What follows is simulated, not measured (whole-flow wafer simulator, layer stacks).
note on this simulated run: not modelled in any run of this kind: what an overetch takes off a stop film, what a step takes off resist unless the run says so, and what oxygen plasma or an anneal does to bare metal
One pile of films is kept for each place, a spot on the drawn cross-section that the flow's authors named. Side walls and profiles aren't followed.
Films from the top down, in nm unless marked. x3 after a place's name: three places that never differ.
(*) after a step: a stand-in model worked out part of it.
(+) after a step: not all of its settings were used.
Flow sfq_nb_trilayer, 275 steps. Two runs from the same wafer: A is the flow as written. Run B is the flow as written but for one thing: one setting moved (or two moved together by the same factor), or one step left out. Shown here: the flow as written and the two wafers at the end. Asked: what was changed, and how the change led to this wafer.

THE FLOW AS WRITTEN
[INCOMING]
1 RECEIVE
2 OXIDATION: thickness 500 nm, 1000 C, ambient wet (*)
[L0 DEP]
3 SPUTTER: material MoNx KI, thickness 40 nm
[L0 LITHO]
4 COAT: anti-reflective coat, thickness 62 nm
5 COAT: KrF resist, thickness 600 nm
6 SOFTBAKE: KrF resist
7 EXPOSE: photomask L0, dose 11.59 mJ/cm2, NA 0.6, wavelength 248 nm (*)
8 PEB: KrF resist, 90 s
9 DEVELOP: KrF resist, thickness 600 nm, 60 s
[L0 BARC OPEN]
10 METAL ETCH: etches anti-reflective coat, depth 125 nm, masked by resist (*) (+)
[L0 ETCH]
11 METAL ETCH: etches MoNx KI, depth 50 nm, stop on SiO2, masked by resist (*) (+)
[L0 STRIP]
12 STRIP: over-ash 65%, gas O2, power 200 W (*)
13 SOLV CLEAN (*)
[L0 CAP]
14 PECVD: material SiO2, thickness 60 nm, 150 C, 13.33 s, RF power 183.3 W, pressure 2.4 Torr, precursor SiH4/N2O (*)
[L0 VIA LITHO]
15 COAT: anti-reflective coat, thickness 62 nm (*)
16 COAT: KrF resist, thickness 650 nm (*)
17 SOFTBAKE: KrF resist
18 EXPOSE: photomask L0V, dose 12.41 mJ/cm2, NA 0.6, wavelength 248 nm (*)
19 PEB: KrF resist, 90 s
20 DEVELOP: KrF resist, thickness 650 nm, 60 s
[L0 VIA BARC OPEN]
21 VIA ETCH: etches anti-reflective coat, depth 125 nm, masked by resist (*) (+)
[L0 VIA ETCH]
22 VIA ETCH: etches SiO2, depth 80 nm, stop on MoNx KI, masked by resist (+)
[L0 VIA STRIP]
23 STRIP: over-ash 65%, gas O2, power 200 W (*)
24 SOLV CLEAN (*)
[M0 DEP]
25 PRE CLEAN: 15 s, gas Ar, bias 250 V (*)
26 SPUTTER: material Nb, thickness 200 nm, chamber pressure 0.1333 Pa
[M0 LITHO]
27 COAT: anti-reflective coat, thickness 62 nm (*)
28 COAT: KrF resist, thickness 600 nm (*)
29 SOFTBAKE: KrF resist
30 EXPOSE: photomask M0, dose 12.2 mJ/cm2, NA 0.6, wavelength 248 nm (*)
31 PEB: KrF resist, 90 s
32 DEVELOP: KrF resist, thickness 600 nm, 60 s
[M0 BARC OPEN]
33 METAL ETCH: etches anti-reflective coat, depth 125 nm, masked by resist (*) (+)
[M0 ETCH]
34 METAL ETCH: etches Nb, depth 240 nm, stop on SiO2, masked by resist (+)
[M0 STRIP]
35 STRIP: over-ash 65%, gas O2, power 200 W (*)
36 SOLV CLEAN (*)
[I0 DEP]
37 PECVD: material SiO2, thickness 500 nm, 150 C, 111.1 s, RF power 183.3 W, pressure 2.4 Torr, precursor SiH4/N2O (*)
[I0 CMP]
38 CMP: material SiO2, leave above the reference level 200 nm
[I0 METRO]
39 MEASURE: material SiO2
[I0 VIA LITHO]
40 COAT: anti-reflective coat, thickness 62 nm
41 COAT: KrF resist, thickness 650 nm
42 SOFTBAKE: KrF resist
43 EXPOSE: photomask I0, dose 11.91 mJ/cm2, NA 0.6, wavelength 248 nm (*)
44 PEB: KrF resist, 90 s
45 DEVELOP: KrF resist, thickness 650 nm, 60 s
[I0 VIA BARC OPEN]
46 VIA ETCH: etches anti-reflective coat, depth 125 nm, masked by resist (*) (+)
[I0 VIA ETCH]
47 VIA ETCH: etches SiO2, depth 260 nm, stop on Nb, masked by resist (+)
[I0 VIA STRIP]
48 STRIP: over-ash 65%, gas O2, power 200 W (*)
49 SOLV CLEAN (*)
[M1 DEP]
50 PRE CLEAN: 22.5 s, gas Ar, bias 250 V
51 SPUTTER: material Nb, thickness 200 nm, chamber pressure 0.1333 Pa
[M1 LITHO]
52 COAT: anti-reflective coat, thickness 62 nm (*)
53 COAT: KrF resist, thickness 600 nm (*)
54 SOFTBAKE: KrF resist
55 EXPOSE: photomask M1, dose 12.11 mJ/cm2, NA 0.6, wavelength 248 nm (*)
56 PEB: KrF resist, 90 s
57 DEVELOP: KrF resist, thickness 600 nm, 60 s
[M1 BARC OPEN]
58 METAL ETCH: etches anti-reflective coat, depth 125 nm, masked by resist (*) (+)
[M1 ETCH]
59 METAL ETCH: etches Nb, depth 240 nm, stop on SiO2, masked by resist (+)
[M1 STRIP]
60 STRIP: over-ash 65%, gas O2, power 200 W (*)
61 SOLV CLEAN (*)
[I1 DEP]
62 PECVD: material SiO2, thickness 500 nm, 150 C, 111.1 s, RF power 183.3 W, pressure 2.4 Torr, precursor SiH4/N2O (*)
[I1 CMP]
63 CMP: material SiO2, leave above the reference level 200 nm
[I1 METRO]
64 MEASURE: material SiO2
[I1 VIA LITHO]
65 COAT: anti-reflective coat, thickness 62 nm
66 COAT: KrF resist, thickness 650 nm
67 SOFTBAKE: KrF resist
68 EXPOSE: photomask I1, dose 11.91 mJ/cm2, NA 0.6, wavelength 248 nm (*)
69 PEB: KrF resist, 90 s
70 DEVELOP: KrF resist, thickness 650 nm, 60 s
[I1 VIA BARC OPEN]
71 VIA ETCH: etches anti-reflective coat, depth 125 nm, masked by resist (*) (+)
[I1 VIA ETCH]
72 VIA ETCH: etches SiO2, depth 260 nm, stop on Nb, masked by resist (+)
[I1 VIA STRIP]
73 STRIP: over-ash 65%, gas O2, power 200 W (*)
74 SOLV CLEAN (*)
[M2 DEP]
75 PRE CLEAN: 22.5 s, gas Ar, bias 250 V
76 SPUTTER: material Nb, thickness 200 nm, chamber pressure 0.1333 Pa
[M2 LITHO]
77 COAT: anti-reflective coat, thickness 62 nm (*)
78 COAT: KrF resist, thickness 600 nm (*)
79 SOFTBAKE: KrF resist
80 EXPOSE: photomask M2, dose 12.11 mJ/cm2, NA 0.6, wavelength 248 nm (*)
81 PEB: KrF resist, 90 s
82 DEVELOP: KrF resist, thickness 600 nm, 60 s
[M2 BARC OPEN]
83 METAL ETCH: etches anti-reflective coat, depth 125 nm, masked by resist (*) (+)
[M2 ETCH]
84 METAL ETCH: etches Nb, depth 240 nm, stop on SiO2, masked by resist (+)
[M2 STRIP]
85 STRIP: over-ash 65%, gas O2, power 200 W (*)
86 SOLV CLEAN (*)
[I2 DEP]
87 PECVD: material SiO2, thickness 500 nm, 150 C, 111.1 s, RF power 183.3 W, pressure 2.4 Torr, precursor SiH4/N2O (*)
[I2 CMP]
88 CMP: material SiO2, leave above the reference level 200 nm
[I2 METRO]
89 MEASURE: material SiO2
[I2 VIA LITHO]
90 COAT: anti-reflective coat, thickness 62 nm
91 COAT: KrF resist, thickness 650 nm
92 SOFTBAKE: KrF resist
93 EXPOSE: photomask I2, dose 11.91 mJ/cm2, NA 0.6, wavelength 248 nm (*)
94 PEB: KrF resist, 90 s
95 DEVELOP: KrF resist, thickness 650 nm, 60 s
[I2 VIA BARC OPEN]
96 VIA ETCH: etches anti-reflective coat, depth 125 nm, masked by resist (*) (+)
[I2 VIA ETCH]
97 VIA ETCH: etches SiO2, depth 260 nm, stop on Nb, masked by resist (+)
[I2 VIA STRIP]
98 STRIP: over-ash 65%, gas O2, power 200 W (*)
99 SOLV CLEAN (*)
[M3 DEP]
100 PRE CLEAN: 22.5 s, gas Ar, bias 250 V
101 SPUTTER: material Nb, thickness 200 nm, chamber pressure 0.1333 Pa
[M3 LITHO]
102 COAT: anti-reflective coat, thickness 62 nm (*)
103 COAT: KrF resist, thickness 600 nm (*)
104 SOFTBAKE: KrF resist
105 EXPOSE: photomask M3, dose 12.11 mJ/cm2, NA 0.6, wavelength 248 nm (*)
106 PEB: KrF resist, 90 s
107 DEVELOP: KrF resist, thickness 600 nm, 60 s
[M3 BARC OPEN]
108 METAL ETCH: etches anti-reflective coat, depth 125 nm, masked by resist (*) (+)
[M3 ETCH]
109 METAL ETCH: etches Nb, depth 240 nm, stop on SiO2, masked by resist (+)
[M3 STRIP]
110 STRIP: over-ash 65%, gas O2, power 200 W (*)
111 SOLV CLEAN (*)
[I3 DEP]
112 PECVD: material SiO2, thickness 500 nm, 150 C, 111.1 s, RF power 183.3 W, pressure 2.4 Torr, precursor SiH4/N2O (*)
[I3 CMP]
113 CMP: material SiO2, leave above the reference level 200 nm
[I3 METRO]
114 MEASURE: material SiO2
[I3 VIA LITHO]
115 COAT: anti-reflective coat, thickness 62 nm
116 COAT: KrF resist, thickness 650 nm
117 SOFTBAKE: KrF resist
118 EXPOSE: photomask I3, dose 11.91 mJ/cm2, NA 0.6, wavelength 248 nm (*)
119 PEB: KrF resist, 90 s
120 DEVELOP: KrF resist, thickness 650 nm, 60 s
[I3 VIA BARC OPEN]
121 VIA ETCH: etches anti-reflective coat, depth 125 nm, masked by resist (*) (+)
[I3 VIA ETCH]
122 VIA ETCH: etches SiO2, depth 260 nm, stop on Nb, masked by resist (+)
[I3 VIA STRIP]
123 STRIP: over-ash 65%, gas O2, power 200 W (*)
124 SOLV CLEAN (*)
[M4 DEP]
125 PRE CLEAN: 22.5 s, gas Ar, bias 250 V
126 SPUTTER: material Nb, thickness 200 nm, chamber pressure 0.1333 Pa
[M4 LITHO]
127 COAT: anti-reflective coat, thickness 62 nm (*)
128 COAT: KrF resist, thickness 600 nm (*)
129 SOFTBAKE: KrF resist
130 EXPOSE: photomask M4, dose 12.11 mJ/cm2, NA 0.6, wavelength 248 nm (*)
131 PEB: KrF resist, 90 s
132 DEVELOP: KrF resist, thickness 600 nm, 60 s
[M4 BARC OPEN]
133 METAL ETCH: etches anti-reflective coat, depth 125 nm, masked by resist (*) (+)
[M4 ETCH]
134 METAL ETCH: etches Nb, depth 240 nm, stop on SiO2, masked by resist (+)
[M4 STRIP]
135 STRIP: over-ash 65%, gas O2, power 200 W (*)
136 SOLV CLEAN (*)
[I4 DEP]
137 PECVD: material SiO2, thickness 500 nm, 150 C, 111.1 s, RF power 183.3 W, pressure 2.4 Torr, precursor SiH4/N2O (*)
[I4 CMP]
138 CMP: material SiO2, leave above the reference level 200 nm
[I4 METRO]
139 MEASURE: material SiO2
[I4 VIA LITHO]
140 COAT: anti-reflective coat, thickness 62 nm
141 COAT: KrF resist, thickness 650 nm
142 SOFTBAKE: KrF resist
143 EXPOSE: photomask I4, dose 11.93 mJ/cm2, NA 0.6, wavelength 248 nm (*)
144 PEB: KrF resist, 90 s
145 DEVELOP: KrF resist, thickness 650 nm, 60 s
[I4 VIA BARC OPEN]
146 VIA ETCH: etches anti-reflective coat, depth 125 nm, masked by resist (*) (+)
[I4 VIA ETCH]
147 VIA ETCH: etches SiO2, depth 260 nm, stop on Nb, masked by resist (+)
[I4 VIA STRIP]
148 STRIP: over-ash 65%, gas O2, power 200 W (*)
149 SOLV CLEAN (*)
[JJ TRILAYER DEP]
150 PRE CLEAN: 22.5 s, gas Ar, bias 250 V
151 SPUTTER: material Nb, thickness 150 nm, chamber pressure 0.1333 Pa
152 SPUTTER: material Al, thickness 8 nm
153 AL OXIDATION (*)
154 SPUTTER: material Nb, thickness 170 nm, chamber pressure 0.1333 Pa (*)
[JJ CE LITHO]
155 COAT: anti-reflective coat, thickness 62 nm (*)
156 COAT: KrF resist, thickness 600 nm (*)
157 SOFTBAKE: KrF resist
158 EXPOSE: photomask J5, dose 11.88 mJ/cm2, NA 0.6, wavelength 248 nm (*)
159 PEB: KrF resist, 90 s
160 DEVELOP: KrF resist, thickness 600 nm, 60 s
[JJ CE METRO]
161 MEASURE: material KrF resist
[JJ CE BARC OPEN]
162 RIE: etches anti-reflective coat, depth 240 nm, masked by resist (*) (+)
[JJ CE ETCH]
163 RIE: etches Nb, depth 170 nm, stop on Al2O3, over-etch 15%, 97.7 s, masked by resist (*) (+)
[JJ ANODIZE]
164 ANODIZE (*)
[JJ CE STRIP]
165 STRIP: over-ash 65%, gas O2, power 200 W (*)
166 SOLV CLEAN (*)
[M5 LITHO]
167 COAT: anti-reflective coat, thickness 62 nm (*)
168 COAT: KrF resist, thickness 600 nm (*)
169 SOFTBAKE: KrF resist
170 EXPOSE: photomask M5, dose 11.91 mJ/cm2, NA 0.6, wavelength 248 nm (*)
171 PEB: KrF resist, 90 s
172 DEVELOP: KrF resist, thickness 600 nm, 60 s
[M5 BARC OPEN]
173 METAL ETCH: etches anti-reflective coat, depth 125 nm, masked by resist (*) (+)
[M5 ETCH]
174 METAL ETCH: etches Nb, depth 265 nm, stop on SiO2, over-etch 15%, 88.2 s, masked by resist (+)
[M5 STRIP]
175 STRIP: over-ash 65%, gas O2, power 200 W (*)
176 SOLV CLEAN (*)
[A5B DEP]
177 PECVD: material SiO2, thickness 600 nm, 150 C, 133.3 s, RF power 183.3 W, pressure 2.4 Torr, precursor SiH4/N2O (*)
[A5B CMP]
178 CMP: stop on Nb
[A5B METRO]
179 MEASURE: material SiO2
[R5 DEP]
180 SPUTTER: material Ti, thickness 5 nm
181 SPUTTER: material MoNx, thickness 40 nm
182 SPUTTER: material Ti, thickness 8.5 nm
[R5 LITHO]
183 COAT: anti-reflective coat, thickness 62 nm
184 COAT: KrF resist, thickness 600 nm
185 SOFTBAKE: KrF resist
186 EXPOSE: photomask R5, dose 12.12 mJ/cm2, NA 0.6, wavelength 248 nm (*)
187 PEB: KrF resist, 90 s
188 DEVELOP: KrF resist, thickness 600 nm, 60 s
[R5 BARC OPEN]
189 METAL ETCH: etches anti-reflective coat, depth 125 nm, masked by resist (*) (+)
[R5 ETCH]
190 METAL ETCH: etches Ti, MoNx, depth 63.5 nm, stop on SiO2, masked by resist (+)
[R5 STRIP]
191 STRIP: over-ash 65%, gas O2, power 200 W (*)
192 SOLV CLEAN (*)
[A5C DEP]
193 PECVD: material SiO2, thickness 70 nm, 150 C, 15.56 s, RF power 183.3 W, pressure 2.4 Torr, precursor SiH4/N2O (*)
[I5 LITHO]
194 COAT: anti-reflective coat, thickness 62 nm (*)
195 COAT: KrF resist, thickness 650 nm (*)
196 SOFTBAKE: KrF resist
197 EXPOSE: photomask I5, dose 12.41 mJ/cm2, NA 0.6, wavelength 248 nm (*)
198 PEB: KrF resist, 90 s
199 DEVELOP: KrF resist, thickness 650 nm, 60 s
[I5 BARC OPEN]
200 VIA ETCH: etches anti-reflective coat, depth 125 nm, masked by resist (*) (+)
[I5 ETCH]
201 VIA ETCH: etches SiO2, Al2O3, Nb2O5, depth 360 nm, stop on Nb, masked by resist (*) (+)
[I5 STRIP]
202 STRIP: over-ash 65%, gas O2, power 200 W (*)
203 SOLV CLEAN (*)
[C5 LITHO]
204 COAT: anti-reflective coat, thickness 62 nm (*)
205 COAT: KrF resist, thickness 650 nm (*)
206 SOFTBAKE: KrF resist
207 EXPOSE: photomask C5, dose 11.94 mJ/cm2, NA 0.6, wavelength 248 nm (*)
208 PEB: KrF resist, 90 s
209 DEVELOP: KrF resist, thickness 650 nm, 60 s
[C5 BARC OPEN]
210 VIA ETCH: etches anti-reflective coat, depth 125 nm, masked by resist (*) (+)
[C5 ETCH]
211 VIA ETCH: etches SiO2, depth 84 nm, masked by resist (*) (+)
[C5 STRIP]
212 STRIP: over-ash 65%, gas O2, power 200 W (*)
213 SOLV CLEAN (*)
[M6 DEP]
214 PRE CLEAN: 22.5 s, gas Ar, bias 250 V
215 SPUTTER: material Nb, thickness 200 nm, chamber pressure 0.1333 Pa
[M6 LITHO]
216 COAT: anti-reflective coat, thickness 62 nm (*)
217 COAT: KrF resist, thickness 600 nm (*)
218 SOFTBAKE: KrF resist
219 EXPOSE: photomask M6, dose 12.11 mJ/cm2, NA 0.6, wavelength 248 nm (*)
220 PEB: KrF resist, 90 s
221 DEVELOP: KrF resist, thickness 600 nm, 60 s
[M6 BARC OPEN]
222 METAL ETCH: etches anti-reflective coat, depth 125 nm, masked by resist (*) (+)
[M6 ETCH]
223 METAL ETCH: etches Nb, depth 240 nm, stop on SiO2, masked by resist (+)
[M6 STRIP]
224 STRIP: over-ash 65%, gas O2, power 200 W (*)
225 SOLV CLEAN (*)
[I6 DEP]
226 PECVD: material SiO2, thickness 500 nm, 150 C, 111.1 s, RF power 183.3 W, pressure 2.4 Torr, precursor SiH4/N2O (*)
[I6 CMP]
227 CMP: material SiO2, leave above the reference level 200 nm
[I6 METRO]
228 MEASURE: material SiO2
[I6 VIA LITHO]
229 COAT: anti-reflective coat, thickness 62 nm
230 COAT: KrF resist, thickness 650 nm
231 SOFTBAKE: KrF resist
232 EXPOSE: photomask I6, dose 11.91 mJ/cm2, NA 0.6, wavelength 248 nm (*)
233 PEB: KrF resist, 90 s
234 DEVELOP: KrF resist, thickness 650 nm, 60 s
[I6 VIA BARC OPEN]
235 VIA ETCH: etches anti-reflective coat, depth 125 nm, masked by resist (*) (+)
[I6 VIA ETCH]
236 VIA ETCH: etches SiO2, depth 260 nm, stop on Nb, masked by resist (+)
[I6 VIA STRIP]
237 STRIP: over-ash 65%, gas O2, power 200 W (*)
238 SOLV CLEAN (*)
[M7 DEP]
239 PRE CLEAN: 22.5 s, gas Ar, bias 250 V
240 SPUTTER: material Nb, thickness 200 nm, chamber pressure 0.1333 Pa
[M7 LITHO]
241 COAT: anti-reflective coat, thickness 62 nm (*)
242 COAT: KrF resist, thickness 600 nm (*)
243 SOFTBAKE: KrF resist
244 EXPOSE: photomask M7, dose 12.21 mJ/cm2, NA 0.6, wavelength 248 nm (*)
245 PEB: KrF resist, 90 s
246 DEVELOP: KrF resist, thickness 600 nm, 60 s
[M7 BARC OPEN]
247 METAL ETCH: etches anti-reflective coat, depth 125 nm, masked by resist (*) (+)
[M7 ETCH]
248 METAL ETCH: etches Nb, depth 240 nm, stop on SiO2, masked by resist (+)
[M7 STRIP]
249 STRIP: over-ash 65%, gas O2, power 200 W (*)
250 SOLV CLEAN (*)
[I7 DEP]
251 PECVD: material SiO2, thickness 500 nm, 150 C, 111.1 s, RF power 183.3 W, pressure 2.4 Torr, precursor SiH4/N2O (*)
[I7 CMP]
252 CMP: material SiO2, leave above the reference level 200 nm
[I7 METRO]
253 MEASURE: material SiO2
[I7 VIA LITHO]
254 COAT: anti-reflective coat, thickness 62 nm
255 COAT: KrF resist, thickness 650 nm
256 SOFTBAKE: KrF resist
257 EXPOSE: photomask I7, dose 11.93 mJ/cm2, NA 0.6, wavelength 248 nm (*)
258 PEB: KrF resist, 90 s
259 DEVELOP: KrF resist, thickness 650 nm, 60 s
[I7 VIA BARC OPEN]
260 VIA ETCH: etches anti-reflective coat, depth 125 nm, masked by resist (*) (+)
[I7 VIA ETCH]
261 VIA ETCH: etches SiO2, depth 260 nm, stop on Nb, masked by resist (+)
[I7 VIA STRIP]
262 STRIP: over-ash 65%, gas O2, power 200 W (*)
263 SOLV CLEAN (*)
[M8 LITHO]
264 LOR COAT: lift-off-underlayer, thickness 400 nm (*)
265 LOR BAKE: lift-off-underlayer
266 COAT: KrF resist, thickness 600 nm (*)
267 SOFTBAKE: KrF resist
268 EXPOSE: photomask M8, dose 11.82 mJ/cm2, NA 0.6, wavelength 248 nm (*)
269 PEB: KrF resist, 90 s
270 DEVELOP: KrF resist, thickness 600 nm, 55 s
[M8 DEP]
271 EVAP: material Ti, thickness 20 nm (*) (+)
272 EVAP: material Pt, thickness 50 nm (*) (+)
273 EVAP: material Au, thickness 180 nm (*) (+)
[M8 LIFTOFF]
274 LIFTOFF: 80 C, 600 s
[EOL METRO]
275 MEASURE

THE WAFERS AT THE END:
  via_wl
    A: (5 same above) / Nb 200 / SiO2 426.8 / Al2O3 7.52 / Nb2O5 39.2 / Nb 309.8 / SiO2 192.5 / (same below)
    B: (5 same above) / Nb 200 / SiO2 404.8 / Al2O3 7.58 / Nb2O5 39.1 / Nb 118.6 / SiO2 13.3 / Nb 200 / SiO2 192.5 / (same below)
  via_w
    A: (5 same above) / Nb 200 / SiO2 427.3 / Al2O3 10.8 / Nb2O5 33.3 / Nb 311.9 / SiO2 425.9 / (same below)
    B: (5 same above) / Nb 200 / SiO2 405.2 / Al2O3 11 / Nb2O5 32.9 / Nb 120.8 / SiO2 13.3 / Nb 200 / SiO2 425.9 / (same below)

The cause: step 147, VIA ETCH: depth 179 nm was run, where the flow has depth 260 nm.

How the change led to this, step by step:
  147 VIA ETCH: etches SiO2, depth 260 nm, stop on Nb, masked by resist (+)
      via_wl, via_w, via_wr: A SiO2 -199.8 (all of it) | B SiO2 -179
      field_l, v_sur, via_sp and 100 more: A KrF resist -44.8 | B KrF resist -30.9
  148 STRIP: over-ash 65%, gas O2, power 200 W (*)
      field_l, v_sur, via_sp and 100 more: A KrF resist -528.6 (all of it), anti-reflective coat -62 (all of it) | B KrF resist -542.6 (all of it), anti-reflective coat -62 (all of it)
  150 PRE CLEAN: 22.5 s, gas Ar, bias 250 V
      via_wl, via_w, via_wr: A Nb -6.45 | B SiO2 -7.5
  151 SPUTTER: material Nb, thickness 150 nm, chamber pressure 0.1333 Pa
      via_wl, via_w, via_wr: A Nb +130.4 | B Nb +132.7 (new film)
  154 SPUTTER: material Nb, thickness 170 nm, chamber pressure 0.1333 Pa (*)
      via_wl, via_wr: A Nb +140.7 (new film) | B Nb +144.1 (new film)
      via_w: A Nb +141 (new film) | B Nb +144.5 (new film)
  155 COAT: anti-reflective coat, thickness 62 nm (*)
      via_wl, via_wr: A anti-reflective coat +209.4 (new film) | B anti-reflective coat +190.1 (new film)
      via_w: A anti-reflective coat +97.4 (new film) | B anti-reflective coat +95.4 (new film)
  156 COAT: KrF resist, thickness 600 nm (*)
      via_w: A KrF resist +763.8 (new film) | B KrF resist +745 (new film)
  160 DEVELOP: KrF resist, thickness 600 nm, 60 s
      via_w: A KrF resist -762.1 (all of it) | B KrF resist -743.4 (all of it)
  162 RIE: etches anti-reflective coat, depth 240 nm, masked by resist (*) (+)
      ce_l, c5j, ce_r, wl_jj: A KrF resist -209.4 | B KrF resist -190.1
      via_wl, via_wr: A anti-reflective coat -209.4 (all of it) | B anti-reflective coat -190.1 (all of it)
      (and at 1 more place)
  163 RIE: etches Nb, depth 170 nm, stop on Al2O3, over-etch 15%, 97.7 s, masked by resist (*) (+)
      via_wl, via_wr: A Nb -140.7 (all of it), Al2O3 -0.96 (all of it) | B Nb -144.1 (all of it), Al2O3 -0.96 (all of it)
      via_w: A Nb -141 (all of it), Al2O3 -0.96 (all of it) | B Nb -144.5 (all of it), Al2O3 -0.96 (all of it)
  165 STRIP: over-ash 65%, gas O2, power 200 W (*)
      ce_l: A KrF resist -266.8 (all of it), anti-reflective coat -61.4 (all of it) | B KrF resist -286.2 (all of it), anti-reflective coat -61.5 (all of it)
      c5j: A KrF resist -266.9 (all of it), anti-reflective coat -61.5 (all of it) | B KrF resist -286.2 (all of it), anti-reflective coat -61.5 (all of it)
      (and at 2 more places)
  167 COAT: anti-reflective coat, thickness 62 nm (*)
      via_wl: A anti-reflective coat +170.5 (new film) | B anti-reflective coat +155.5 (new film)
      via_wr: A anti-reflective coat +170.6 (new film) | B anti-reflective coat +155.5 (new film)
      (and at 1 more place)
  175 STRIP: over-ash 65%, gas O2, power 200 W (*)
      via_wl: A KrF resist -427 (all of it), anti-reflective coat -170.5 (all of it) | B KrF resist -425.2 (all of it), anti-reflective coat -155.5 (all of it)
      via_w: A KrF resist -503.5 (all of it), anti-reflective coat -84.1 (all of it) | B KrF resist -488.9 (all of it), anti-reflective coat -82.9 (all of it)
      (and at 2 more places)
  178 CMP: stop on Nb
      via_wl, via_wr: A SiO2 -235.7 | B SiO2 -257.7
      via_w: A SiO2 -235.2 | B SiO2 -257.3
Counting metal films that touch as one body, via_wl has 8 bodies (between them, from the top down: SiO2 192.5; SiO2 404.8 / Al2O3 7.58 / Nb2O5 39.1; SiO2 13.3; SiO2 192.5; SiO2 192.5; SiO2 192.5; SiO2 192.5); the flow as written gives 7 bodies (between them, from the top down: SiO2 192.5; SiO2 426.8 / Al2O3 7.52 / Nb2O5 39.2; SiO2 192.5; SiO2 192.5; SiO2 192.5; SiO2 192.5).
Counting metal films that touch as one body, via_w has 6 bodies (between them, from the top down: SiO2 192.5; SiO2 405.2 / Al2O3 11 / Nb2O5 32.9; SiO2 13.3; SiO2 425.9; SiO2 416.9); the flow as written gives 5 bodies (between them, from the top down: SiO2 192.5; SiO2 427.3 / Al2O3 10.8 / Nb2O5 33.3; SiO2 425.9; SiO2 416.9).
